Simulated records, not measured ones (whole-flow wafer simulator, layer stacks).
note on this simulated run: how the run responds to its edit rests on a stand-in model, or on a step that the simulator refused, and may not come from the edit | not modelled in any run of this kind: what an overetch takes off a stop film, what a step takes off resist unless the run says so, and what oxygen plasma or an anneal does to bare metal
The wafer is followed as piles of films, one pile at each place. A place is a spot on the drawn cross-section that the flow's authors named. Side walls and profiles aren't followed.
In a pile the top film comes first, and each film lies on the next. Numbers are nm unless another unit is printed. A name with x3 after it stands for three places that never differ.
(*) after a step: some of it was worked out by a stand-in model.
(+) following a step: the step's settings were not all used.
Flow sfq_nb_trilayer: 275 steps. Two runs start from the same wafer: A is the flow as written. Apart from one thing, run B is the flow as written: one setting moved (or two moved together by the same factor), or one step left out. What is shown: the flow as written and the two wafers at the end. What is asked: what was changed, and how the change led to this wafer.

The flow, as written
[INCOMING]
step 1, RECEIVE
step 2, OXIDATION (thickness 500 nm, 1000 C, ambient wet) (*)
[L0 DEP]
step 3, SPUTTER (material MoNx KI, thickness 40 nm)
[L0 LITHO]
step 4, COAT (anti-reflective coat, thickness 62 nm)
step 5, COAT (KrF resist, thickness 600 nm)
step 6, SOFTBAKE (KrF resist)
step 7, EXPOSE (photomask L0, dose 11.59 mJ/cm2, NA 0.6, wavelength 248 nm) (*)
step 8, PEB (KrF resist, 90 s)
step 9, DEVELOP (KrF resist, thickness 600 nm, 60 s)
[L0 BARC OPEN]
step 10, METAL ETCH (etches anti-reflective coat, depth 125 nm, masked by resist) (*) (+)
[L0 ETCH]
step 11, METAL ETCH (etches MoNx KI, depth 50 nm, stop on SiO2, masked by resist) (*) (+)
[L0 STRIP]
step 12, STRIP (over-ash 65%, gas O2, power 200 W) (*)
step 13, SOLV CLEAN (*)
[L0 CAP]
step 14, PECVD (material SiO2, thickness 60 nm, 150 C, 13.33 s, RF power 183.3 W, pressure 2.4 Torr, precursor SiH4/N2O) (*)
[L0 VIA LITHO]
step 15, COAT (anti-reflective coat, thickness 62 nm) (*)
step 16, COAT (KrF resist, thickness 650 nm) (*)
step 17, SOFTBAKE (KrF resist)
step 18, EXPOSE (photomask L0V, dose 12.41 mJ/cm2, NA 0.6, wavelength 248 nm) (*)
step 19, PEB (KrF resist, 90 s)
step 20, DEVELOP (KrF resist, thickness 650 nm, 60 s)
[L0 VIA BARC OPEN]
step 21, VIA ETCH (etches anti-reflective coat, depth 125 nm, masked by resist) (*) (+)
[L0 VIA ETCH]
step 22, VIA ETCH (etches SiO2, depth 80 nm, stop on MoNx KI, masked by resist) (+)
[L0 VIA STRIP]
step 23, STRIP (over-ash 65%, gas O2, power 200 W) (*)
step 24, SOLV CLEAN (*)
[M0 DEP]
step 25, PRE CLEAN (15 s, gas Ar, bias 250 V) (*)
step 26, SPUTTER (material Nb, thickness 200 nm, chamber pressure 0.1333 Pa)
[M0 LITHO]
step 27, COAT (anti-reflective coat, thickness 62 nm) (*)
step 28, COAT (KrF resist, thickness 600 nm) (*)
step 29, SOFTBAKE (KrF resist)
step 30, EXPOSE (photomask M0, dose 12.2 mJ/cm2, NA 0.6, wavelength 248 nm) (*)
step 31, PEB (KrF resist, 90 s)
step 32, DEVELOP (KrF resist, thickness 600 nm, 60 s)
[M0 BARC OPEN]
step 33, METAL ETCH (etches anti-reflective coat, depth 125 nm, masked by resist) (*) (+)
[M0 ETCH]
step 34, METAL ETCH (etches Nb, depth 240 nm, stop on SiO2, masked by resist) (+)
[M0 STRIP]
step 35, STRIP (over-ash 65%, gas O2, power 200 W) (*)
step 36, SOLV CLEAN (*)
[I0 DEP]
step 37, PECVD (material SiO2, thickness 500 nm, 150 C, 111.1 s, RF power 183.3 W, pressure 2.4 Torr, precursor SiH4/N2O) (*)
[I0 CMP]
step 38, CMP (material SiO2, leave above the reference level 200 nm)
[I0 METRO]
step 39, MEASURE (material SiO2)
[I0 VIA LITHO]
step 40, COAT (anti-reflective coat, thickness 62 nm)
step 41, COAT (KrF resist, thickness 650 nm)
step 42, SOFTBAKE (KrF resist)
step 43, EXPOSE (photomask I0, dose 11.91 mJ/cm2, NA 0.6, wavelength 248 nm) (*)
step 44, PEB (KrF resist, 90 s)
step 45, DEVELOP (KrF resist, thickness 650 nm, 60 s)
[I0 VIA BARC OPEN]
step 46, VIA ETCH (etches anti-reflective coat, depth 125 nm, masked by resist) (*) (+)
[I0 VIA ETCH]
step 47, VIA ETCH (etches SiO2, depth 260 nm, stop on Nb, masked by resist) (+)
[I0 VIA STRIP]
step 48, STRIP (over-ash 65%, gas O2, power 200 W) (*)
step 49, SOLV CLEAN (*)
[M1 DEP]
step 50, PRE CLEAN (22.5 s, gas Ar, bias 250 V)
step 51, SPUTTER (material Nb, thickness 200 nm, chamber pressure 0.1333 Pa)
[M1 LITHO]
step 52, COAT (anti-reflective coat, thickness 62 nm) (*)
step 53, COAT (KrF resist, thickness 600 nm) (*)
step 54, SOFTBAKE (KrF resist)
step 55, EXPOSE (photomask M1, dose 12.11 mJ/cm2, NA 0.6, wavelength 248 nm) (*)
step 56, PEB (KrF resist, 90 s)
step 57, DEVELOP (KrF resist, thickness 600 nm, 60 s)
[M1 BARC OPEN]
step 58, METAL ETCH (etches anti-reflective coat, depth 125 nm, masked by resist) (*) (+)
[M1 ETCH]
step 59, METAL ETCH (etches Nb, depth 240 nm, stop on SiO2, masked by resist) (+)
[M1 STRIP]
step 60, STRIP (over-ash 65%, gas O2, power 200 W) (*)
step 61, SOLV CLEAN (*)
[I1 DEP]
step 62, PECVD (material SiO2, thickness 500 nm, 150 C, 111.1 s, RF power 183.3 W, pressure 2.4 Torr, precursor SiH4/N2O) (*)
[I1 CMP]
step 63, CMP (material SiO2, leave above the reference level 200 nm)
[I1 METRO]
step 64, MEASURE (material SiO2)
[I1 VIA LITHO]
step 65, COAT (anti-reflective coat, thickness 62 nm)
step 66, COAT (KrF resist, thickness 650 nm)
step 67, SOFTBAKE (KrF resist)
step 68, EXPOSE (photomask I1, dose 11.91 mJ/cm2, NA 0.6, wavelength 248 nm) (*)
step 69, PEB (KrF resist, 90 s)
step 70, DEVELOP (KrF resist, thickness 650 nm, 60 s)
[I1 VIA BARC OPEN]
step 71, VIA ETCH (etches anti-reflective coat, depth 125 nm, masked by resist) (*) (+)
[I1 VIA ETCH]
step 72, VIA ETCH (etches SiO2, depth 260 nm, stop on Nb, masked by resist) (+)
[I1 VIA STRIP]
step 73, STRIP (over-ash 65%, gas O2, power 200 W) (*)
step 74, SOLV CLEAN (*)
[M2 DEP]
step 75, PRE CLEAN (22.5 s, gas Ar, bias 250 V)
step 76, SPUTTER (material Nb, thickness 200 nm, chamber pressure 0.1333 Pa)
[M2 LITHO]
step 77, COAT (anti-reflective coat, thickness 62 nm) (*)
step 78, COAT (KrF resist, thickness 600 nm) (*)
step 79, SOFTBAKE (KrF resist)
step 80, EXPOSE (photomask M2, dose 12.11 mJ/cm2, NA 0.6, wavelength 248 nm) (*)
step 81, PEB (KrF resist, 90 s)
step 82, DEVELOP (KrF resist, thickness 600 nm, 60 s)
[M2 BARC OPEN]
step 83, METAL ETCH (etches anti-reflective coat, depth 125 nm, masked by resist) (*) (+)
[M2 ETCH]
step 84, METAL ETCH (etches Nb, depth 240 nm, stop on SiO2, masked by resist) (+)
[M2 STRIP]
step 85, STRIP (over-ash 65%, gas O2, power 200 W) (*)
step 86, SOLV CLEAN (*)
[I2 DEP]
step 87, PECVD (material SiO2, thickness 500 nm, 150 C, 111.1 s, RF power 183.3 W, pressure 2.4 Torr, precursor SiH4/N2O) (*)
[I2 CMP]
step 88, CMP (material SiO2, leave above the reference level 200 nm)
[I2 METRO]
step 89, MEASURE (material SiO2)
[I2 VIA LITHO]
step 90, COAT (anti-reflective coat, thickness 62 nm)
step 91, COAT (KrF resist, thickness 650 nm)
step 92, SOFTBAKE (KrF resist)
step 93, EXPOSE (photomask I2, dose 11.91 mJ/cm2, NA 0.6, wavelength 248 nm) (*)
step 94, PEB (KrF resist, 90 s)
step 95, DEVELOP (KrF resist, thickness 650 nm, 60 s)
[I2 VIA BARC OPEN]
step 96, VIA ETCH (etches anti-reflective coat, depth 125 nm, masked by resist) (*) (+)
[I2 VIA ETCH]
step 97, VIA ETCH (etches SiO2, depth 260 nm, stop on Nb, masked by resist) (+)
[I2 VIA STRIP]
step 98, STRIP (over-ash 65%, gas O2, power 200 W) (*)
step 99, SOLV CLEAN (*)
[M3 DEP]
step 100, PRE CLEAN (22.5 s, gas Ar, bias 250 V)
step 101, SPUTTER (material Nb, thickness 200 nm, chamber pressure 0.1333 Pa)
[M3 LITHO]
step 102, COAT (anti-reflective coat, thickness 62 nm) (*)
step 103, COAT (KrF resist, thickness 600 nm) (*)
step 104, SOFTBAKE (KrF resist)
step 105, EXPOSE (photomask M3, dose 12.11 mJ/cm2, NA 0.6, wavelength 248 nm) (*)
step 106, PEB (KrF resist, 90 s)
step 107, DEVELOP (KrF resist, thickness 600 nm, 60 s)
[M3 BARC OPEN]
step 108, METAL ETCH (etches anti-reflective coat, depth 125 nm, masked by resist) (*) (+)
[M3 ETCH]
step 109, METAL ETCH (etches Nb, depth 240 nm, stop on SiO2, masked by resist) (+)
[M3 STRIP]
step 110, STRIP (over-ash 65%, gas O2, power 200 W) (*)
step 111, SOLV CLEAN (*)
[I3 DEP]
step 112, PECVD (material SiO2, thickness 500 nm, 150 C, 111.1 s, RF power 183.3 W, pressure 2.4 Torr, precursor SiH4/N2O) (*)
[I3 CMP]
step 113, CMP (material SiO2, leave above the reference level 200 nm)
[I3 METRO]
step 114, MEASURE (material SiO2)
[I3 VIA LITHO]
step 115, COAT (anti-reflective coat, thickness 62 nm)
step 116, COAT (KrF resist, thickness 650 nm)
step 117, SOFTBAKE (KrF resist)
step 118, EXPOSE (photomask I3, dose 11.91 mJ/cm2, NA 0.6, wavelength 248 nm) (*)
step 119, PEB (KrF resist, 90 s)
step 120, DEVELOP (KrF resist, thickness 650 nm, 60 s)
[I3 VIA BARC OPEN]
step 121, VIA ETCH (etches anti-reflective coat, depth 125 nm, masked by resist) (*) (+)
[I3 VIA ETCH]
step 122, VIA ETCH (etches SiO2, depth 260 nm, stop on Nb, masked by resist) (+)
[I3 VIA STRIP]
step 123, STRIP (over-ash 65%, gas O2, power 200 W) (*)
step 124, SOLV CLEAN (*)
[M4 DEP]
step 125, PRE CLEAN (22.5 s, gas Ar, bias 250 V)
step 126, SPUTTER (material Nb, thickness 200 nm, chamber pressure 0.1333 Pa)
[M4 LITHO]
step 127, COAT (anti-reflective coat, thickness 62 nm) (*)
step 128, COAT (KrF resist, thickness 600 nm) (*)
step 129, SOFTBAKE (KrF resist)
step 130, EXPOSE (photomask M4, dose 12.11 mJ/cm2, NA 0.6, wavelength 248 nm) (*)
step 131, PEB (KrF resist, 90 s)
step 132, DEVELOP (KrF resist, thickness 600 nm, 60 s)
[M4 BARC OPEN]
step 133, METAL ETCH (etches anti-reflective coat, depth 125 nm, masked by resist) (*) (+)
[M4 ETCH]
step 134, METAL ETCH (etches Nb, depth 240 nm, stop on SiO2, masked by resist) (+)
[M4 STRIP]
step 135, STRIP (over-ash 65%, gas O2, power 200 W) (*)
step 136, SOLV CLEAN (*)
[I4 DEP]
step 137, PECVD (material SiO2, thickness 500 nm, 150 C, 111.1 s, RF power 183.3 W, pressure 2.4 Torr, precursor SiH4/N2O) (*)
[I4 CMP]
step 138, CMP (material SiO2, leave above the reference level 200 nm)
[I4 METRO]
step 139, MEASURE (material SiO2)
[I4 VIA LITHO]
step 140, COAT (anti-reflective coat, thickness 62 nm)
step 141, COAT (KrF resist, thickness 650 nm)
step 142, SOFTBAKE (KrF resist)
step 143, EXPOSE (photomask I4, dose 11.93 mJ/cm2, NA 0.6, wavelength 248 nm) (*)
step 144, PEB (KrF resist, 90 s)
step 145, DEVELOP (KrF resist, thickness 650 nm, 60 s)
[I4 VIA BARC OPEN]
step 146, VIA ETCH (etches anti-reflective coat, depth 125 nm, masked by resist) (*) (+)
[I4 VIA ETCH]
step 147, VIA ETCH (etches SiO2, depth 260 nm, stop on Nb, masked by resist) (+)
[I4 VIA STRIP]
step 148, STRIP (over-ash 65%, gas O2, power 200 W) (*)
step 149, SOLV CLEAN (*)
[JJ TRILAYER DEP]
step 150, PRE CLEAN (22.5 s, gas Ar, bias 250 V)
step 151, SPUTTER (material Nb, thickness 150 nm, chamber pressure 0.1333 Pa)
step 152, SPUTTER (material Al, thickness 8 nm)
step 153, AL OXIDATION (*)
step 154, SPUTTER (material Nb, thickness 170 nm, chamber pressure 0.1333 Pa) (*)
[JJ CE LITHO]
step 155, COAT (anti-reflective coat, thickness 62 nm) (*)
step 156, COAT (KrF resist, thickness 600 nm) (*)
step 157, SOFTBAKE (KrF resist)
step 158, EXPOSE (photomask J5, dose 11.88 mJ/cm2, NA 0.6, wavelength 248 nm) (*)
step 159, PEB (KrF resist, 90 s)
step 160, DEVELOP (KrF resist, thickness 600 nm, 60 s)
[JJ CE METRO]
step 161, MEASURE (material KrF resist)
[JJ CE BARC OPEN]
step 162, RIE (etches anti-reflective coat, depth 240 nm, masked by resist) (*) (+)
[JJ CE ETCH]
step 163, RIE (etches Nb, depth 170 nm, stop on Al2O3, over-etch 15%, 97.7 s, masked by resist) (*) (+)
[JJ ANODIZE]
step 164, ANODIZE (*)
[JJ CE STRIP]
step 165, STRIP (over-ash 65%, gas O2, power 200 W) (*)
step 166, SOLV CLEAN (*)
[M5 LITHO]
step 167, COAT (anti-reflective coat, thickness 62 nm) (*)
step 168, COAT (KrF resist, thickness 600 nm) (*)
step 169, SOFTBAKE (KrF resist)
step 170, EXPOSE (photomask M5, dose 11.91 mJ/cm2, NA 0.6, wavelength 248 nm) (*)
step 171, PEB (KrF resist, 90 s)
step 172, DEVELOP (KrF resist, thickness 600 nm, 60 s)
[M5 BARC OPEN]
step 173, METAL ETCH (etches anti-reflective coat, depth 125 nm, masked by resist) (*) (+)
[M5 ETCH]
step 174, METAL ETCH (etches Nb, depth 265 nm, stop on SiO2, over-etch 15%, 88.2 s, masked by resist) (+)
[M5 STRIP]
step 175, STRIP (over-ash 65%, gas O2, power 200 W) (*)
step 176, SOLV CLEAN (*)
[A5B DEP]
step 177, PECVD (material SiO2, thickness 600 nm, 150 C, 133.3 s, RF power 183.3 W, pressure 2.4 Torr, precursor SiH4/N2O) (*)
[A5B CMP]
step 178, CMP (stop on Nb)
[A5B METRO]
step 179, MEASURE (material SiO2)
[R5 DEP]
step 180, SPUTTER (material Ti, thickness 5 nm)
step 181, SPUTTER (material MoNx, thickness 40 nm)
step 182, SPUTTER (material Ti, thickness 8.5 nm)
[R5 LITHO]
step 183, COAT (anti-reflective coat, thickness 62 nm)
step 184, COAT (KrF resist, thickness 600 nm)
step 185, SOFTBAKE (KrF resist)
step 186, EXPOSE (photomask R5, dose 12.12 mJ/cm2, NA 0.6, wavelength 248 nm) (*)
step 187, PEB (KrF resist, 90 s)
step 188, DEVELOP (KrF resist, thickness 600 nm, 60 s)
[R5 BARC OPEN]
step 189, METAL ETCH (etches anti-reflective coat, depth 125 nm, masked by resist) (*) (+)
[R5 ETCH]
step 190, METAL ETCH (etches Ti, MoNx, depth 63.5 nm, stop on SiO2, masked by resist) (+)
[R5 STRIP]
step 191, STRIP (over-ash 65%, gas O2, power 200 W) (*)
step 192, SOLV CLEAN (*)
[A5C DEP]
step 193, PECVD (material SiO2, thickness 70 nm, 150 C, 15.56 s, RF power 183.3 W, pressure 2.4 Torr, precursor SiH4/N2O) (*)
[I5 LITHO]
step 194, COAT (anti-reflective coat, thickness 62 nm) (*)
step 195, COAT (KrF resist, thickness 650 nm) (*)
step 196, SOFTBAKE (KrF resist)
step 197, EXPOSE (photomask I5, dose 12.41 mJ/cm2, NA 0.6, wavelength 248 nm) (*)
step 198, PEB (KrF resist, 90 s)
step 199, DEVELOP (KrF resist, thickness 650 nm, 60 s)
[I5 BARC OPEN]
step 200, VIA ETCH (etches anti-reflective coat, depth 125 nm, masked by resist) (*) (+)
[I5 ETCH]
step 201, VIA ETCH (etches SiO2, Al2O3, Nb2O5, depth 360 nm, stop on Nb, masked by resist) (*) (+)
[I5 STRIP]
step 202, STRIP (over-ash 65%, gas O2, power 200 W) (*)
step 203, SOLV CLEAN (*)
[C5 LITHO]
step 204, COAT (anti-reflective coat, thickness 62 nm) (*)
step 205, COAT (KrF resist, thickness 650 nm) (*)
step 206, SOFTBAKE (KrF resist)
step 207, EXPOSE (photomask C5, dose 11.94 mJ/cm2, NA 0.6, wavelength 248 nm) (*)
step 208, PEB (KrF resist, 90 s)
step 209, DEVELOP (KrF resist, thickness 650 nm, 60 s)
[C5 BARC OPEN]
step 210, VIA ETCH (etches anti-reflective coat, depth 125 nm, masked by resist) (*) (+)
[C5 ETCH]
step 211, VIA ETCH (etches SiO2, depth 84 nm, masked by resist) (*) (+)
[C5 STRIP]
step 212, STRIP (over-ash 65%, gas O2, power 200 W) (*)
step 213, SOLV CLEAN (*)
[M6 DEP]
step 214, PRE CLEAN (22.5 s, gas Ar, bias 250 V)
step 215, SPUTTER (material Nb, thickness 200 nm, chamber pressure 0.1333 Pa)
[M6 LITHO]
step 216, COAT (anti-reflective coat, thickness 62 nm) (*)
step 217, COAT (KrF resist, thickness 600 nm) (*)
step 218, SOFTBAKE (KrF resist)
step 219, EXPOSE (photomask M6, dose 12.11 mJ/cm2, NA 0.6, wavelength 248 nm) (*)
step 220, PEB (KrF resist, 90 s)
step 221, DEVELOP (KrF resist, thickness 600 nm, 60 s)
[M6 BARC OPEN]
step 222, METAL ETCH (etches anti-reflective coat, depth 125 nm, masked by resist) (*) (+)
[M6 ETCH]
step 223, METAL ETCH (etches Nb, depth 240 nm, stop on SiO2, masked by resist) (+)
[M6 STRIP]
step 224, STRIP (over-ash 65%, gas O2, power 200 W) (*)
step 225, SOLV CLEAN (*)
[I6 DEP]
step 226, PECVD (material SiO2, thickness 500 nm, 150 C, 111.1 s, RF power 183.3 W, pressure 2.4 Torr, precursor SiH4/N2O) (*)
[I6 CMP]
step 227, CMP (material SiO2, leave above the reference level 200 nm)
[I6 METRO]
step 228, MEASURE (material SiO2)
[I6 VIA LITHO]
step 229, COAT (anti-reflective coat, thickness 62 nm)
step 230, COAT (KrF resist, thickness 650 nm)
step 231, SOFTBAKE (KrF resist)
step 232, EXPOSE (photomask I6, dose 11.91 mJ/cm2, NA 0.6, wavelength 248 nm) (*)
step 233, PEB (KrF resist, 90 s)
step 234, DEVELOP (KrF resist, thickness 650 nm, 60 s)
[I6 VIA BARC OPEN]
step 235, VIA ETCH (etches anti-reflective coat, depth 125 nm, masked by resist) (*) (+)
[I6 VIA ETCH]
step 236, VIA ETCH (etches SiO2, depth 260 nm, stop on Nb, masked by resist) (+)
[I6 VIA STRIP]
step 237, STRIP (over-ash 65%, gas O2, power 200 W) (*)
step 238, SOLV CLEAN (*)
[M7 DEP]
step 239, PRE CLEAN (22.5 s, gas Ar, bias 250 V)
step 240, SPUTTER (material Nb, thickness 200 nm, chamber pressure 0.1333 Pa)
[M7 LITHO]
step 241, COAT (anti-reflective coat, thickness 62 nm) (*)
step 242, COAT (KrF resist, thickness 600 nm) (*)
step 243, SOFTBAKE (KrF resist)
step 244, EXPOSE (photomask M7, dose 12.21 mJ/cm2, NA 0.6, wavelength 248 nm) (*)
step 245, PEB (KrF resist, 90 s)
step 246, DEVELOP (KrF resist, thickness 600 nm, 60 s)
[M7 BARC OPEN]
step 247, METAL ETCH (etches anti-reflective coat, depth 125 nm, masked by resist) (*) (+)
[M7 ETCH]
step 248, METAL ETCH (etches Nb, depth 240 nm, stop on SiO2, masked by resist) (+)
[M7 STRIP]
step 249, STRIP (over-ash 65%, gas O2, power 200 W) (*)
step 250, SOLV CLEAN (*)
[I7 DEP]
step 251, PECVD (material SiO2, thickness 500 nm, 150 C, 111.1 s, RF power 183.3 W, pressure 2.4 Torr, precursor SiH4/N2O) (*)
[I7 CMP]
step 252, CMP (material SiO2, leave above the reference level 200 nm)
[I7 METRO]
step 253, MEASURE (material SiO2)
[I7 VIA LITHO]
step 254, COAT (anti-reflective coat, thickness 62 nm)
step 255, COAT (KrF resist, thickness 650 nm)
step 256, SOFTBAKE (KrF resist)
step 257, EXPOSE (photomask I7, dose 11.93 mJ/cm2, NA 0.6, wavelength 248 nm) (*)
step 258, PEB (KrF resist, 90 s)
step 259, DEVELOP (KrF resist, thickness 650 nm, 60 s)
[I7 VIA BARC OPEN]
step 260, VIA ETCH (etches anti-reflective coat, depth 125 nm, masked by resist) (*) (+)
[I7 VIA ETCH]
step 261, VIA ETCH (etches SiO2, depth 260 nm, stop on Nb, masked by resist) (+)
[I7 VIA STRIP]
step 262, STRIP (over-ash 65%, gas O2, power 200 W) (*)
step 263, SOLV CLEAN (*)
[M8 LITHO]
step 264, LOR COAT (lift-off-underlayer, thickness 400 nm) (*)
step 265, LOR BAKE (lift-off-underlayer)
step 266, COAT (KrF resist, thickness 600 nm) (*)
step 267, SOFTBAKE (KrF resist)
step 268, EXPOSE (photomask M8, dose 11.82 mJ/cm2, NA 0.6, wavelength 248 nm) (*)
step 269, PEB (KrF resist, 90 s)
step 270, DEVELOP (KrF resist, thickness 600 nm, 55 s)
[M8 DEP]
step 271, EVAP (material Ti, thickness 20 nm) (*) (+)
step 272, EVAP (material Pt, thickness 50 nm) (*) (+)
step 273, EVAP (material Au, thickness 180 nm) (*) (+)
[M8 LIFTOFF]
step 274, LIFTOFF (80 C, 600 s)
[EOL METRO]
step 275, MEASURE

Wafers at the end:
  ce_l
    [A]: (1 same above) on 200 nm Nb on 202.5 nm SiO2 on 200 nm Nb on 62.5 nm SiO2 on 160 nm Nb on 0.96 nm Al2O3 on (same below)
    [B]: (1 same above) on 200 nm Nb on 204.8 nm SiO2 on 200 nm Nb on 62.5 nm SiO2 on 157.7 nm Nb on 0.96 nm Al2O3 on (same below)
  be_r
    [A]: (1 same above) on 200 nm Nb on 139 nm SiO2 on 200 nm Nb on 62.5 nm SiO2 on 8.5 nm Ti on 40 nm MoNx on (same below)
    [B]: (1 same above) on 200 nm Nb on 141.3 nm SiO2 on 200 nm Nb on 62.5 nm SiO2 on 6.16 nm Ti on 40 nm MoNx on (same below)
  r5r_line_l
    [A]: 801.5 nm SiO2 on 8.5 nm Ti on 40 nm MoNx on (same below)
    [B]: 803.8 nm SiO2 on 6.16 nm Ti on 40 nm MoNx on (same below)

Cause: step 182, SPUTTER: thickness 6.16 nm was run, while the flow as written has thickness 8.5 nm.
The wafer lets one read it off: be_r has Ti 6.16, and step 182 as written asks for 8.5 nm.

The path from the change to this, step by step:
  step 182, SPUTTER (material Ti, thickness 8.5 nm)
      field_l, v_sur, via_wl and 103 more: A Ti gains 8.5 (new film) | B Ti gains 6.16 (new film)
  step 190, METAL ETCH (etches Ti, MoNx, depth 63.5 nm, stop on SiO2, masked by resist) (+)
      field_l, v_sur, via_wl and 92 more: A Ti loses 8.5 (all of it), MoNx loses 40 (all of it), Ti loses 5 (all of it) | B Ti loses 6.16 (all of it), MoNx loses 40 (all of it), Ti loses 5 (all of it)
      ce_l, c5j, ce_r, wl_jj: A Ti loses 8.5 (all of it), MoNx loses 40 (all of it), Ti loses 5 (all of it), Nb loses 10 | B Ti loses 6.16 (all of it), MoNx loses 40 (all of it), Ti loses 5 (all of it), Nb loses 12.3
